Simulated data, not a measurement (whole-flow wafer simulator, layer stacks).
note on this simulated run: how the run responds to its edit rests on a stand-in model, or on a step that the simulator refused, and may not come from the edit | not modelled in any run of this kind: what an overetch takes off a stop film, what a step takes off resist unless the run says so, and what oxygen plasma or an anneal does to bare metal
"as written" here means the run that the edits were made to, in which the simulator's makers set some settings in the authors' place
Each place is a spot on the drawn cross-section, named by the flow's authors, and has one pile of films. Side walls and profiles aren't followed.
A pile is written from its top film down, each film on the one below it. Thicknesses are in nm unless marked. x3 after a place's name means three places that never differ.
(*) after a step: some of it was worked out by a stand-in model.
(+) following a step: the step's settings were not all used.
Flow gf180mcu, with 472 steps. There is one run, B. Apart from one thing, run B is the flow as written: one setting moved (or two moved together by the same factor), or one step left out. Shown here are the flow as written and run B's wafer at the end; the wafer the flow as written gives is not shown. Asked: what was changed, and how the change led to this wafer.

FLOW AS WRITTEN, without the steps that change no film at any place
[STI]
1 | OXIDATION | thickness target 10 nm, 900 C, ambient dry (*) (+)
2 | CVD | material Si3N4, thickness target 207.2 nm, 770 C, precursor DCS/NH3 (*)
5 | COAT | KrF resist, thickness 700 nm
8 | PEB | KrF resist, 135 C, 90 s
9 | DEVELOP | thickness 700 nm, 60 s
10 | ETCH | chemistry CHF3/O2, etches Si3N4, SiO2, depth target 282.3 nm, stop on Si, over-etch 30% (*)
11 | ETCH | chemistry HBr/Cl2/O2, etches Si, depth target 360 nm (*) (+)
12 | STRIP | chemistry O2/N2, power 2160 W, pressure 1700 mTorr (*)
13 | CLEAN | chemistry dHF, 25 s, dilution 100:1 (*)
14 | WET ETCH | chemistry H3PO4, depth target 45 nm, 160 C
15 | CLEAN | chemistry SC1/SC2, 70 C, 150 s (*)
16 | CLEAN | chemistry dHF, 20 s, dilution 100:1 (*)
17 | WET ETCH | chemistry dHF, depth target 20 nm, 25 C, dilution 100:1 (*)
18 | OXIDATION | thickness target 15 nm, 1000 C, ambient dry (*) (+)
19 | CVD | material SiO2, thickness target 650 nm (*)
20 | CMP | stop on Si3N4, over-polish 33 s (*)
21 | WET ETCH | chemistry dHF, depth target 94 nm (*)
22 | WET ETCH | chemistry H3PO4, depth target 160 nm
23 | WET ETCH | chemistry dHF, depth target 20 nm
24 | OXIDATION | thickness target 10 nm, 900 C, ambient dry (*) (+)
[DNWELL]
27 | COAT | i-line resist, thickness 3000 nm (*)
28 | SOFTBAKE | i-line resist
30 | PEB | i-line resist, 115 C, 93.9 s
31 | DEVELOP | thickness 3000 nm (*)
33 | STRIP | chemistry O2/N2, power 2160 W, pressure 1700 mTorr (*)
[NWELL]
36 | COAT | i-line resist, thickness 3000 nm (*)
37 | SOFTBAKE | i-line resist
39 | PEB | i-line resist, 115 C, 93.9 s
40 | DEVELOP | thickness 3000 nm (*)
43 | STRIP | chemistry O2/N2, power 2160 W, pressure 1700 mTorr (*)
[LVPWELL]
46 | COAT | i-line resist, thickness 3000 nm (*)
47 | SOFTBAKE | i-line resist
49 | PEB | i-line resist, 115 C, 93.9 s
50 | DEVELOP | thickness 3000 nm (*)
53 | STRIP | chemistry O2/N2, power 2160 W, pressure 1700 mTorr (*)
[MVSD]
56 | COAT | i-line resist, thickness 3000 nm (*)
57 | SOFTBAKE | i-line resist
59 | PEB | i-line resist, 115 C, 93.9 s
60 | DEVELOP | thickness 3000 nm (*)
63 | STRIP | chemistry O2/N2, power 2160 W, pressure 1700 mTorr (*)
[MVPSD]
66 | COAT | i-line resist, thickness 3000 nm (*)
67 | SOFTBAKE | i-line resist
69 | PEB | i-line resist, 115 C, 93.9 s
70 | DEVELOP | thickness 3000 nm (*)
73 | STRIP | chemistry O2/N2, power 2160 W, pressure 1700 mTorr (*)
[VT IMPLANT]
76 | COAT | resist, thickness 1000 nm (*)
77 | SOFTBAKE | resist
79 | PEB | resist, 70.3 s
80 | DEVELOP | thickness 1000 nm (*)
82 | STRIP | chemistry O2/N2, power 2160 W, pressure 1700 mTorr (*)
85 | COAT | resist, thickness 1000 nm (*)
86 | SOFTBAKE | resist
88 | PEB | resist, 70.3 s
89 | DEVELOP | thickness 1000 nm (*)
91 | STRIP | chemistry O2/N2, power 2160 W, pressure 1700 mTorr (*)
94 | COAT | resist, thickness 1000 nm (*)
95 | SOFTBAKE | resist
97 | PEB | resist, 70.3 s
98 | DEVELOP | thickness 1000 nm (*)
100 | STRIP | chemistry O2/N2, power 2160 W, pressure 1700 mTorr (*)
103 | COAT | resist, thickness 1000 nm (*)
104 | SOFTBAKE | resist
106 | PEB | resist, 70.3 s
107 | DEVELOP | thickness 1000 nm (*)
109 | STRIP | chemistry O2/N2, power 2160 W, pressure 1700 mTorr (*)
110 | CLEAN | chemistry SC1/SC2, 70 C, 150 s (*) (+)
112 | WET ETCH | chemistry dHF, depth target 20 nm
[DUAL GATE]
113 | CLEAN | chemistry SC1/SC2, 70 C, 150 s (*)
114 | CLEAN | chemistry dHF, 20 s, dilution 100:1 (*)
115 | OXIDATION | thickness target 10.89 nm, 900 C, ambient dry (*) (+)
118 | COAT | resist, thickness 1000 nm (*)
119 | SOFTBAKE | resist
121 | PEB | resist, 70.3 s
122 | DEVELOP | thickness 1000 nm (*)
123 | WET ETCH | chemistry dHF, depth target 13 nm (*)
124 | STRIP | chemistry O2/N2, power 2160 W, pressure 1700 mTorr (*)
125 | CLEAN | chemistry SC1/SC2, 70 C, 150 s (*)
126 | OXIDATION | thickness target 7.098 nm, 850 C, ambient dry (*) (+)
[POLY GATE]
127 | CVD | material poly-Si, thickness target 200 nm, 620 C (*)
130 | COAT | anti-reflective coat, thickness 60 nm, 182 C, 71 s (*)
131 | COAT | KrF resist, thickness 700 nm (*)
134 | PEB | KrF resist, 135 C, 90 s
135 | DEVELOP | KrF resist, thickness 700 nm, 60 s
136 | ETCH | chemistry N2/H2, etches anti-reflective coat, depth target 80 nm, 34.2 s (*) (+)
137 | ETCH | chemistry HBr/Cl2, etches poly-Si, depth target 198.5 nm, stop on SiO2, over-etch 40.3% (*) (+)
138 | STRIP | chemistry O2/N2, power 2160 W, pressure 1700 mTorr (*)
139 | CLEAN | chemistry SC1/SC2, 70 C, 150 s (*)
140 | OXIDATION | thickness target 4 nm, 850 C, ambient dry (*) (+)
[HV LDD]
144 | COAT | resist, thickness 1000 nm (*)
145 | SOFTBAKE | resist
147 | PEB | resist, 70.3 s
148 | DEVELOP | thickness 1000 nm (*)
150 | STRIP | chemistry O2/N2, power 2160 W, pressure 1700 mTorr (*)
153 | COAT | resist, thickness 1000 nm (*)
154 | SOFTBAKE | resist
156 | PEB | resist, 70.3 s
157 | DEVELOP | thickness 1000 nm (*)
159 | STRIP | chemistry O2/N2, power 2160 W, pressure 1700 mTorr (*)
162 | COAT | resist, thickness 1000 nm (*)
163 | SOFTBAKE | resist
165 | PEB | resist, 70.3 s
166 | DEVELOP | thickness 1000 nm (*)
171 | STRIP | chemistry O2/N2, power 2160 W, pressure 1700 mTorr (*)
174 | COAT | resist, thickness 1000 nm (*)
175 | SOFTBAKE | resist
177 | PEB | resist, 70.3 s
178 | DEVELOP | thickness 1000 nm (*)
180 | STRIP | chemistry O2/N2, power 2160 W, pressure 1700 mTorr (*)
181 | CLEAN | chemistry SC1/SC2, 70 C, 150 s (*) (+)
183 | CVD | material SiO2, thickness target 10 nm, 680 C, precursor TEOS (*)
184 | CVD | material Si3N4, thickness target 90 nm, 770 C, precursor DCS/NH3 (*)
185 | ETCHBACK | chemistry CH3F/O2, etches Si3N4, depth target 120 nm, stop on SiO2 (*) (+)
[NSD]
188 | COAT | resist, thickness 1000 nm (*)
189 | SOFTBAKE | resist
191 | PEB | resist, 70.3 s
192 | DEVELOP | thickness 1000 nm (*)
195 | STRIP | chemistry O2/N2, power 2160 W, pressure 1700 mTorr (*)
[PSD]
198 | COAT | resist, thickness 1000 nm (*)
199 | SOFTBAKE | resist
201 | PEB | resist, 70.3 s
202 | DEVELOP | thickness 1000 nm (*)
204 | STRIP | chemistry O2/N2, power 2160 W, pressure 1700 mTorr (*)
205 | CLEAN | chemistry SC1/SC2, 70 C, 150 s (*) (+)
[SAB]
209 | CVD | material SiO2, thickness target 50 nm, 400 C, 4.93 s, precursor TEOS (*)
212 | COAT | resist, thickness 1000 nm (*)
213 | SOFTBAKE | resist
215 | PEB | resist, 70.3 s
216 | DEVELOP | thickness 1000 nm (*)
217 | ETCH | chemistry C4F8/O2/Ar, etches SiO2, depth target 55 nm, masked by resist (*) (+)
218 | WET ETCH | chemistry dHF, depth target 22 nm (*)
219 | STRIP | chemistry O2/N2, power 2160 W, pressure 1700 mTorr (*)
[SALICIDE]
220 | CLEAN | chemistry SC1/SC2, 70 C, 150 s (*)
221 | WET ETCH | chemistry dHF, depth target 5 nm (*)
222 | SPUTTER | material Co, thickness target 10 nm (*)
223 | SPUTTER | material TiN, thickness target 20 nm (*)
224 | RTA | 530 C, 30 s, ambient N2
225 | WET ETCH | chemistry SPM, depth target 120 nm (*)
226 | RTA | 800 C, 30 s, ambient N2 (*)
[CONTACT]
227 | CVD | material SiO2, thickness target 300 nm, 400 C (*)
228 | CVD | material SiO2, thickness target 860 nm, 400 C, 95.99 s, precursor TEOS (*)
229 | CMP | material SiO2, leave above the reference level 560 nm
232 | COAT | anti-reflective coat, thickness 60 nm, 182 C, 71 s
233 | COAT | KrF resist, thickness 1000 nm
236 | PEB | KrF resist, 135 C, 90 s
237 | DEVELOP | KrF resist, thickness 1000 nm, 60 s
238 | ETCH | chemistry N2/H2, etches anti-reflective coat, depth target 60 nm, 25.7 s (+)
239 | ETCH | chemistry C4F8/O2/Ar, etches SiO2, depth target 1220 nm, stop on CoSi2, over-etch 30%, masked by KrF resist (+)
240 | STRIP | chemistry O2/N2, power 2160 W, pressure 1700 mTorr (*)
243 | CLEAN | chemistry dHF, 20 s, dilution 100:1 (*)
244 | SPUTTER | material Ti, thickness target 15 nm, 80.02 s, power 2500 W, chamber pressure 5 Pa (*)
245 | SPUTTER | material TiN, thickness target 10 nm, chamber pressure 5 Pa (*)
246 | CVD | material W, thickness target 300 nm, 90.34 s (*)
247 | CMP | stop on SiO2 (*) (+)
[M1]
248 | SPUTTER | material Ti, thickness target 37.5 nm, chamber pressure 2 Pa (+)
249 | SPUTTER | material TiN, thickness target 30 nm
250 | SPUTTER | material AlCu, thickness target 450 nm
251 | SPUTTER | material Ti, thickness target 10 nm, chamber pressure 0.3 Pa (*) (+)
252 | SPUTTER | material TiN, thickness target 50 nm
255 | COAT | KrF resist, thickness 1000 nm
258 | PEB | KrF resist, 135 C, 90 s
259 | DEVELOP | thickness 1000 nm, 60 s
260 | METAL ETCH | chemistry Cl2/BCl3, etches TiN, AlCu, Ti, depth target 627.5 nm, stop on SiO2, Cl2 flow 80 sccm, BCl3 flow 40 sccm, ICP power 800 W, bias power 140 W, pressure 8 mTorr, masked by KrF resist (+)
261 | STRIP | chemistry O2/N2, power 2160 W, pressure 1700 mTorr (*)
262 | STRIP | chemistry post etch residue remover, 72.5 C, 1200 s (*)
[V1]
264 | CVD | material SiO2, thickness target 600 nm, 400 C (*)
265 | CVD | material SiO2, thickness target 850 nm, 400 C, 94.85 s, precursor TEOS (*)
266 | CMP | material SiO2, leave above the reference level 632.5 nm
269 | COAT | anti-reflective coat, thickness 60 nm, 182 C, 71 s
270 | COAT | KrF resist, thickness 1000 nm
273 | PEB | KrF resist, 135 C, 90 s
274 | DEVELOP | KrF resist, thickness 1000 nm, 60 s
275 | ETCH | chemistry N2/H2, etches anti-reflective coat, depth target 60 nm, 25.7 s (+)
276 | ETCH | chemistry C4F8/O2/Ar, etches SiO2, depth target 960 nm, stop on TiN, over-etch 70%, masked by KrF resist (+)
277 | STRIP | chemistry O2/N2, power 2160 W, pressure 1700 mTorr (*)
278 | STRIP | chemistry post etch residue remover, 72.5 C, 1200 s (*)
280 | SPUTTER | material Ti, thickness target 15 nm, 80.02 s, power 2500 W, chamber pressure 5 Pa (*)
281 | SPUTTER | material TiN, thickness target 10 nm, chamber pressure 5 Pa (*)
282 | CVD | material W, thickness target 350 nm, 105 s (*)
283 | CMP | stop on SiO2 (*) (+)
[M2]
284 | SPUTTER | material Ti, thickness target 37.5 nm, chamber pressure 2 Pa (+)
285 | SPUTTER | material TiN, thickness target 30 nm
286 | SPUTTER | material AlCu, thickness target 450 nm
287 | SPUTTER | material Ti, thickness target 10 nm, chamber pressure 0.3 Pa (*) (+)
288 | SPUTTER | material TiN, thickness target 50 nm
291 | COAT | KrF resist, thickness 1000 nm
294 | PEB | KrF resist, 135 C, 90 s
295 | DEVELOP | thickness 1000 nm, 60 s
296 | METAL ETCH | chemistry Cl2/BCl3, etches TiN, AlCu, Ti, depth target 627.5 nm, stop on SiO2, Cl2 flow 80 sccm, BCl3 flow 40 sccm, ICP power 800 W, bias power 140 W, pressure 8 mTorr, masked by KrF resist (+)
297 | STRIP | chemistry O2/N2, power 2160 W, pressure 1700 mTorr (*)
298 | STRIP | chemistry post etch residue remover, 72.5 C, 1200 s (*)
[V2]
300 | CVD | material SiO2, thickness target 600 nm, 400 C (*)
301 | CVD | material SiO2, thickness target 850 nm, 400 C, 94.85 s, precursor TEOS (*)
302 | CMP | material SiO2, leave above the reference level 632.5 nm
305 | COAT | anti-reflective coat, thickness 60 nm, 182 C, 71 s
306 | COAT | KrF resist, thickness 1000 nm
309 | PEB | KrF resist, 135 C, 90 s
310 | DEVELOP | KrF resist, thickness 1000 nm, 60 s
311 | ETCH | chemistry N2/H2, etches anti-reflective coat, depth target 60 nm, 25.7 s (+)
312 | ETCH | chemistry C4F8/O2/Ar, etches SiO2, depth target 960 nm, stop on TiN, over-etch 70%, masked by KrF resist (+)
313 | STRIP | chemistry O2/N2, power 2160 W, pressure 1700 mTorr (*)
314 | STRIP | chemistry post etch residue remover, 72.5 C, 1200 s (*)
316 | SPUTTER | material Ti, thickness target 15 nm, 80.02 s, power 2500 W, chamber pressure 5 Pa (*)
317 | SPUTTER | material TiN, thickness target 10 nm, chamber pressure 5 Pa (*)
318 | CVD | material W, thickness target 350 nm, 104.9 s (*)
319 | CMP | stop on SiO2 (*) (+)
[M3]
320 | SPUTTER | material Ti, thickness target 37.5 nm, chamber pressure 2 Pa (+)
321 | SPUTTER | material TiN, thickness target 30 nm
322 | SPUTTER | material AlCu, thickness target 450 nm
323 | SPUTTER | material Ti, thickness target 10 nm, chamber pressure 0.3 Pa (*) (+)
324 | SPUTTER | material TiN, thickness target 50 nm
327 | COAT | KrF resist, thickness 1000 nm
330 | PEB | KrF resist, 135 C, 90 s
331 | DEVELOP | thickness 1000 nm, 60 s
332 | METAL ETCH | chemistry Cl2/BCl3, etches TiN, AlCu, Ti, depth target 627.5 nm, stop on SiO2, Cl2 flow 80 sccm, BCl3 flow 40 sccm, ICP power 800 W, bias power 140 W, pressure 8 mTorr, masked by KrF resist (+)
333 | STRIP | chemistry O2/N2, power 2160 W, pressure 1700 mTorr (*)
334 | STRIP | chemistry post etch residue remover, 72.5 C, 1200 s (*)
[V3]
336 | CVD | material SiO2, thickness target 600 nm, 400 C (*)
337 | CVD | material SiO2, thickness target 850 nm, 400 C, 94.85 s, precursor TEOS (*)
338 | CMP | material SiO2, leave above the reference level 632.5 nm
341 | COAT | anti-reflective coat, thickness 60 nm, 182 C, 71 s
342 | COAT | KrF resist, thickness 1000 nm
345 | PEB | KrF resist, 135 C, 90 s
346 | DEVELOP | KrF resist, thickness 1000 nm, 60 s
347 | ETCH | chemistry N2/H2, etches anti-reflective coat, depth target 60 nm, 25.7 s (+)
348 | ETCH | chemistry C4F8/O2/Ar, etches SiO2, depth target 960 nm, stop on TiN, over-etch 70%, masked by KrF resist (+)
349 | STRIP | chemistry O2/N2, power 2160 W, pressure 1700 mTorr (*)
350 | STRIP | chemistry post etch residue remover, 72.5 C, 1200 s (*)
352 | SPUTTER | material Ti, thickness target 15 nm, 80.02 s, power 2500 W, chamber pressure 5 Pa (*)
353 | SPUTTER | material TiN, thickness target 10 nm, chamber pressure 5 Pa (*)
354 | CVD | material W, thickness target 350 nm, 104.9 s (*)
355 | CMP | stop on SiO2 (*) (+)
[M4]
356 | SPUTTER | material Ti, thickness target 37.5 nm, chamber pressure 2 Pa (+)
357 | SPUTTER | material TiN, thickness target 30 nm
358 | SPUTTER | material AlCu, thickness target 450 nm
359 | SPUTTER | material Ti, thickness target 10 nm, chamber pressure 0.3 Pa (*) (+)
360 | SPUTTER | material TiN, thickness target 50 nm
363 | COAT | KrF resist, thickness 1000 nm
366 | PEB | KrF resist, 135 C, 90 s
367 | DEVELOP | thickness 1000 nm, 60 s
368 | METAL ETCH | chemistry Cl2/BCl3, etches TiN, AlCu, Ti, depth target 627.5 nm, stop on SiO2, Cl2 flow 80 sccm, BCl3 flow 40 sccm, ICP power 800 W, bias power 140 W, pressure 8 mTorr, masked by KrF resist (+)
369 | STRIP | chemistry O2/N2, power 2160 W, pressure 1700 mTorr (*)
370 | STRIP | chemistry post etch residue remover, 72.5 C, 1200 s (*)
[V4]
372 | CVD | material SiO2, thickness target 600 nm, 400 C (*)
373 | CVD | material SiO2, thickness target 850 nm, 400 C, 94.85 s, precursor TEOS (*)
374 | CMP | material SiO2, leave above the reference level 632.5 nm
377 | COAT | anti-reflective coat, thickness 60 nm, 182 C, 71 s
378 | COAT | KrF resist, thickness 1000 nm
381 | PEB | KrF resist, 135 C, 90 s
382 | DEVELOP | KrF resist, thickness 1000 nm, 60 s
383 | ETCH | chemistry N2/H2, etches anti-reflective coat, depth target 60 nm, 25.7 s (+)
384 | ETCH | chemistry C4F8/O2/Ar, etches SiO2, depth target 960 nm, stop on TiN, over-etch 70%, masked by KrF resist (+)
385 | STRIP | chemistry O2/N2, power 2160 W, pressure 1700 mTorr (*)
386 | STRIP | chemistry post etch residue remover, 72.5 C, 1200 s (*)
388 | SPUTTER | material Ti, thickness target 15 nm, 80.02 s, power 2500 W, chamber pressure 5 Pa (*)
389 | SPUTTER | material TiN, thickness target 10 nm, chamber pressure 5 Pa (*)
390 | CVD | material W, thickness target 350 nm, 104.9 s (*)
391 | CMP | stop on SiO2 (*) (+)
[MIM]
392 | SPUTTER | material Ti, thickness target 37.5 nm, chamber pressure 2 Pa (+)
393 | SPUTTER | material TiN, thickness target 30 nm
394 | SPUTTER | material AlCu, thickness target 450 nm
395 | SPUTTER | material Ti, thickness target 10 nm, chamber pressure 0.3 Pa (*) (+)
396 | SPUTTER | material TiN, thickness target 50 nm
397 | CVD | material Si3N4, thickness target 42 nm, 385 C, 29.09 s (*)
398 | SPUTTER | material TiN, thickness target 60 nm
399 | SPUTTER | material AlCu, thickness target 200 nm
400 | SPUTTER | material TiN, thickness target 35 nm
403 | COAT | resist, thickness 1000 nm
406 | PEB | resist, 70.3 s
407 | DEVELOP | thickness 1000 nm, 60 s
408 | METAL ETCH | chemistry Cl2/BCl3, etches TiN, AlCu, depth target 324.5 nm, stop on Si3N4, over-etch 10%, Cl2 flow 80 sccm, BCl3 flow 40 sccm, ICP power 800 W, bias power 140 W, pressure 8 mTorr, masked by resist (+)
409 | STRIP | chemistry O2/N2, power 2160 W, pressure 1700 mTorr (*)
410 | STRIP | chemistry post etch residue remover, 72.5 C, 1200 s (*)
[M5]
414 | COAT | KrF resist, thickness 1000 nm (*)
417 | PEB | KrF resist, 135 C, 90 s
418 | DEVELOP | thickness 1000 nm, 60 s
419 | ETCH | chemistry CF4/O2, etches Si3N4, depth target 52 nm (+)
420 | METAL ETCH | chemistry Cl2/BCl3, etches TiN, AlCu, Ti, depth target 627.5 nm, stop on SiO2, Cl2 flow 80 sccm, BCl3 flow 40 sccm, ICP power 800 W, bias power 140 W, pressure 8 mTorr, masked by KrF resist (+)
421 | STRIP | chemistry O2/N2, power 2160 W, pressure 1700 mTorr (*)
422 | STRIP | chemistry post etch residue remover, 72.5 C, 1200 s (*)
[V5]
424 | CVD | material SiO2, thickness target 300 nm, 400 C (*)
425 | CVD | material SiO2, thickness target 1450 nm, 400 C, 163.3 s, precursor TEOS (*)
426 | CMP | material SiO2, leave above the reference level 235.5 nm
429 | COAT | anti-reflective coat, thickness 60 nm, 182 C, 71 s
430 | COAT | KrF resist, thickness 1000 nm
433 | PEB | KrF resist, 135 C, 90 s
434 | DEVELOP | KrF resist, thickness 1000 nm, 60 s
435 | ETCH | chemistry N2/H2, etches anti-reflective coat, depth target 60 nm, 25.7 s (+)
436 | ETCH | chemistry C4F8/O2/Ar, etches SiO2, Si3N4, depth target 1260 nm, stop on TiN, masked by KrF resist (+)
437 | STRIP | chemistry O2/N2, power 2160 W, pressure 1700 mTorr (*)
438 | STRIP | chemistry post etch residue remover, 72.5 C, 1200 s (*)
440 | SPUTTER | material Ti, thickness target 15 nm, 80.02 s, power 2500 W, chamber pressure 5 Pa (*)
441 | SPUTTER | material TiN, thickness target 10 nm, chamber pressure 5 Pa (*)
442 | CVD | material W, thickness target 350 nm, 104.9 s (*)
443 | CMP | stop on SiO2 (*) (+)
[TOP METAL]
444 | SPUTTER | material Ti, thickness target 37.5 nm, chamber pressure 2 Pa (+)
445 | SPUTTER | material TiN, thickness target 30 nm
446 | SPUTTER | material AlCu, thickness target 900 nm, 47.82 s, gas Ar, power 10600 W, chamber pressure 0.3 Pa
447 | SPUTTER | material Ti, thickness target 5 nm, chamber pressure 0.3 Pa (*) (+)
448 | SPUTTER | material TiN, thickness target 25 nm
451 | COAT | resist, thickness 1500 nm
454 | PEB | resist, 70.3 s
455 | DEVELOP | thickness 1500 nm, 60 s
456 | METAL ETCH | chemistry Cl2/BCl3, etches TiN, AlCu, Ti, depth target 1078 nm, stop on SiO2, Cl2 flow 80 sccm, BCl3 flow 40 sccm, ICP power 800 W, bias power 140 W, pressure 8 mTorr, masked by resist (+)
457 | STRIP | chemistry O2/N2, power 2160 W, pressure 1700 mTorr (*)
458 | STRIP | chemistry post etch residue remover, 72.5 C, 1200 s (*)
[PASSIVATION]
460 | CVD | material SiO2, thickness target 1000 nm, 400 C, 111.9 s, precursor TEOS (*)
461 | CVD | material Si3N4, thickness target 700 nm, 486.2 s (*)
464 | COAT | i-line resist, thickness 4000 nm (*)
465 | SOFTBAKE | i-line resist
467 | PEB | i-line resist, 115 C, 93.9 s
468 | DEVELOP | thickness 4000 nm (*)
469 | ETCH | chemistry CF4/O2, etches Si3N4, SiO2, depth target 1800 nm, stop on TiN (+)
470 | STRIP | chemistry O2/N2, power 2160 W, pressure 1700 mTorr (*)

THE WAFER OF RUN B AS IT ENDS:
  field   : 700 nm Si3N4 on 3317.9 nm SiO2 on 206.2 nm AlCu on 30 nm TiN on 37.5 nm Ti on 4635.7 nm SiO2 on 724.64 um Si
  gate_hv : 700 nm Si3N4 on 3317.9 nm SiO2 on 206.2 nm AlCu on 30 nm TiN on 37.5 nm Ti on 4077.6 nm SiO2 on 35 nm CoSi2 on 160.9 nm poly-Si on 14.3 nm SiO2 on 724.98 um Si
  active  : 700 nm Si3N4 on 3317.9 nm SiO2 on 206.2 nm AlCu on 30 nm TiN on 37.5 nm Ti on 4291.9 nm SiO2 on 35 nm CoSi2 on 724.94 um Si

Cause: step 368, METAL ETCH: depth target 298.1 nm was run, whereas the flow has depth target 627.5 nm.

The path from the change to this, step by step:
  368 | METAL ETCH | chemistry Cl2/BCl3, etches TiN, AlCu, Ti, depth target 627.5 nm, stop on SiO2, Cl2 flow 80 sccm, BCl3 flow 40 sccm, ICP power 800 W, bias power 140 W, pressure 8 mTorr, masked by KrF resist (+)
      field, field__w1, field__w2 and 103 more: TiN loses 50 (all of it), Ti loses 10 (all of it), AlCu loses 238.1 (it would be, as written: TiN loses 50 (all of it), Ti loses 10 (all of it), AlCu loses 450 (all of it), TiN loses 30 (all of it), Ti loses 37.5 (all of it))
      field__w8, contact, m1, m1__w1, m1_nw: KrF resist loses 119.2 (it would be, as written: KrF resist loses 251)
  369 | STRIP | chemistry O2/N2, power 2160 W, pressure 1700 mTorr (*)
      field__w8, contact, m1, m1__w1, m1_nw: KrF resist loses 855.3 (all of it) (it would be, as written: KrF resist loses 723.5 (all of it))
  370 | STRIP | chemistry post etch residue remover, 72.5 C, 1200 s (*)
      field, field__w1, field__w2 and 103 more: AlCu loses 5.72 (it would be, as written: nothing)
  372 | CVD | material SiO2, thickness target 600 nm, 400 C (*)
      field, field__w1, field__w2 and 103 more: SiO2 gains 600 (new film) (it would be, as written: SiO2 gains 600)
  374 | CMP | material SiO2, leave above the reference level 632.5 nm
      field, field__w1, field__w2 and 103 more: SiO2 loses 573.7 (it would be, as written: SiO2 loses 300)
With metal films that touch counted as one body, field has 1 body; the flow as written gives 0 bodies.
With metal films that touch counted as one body, gate_hv has 2 bodies (between them, from the top down: SiO2 4077.6); the flow as written gives 1 body.
With metal films that touch counted as one body, active has 2 bodies (between them, from the top down: SiO2 4291.9); the flow as written gives 1 body.
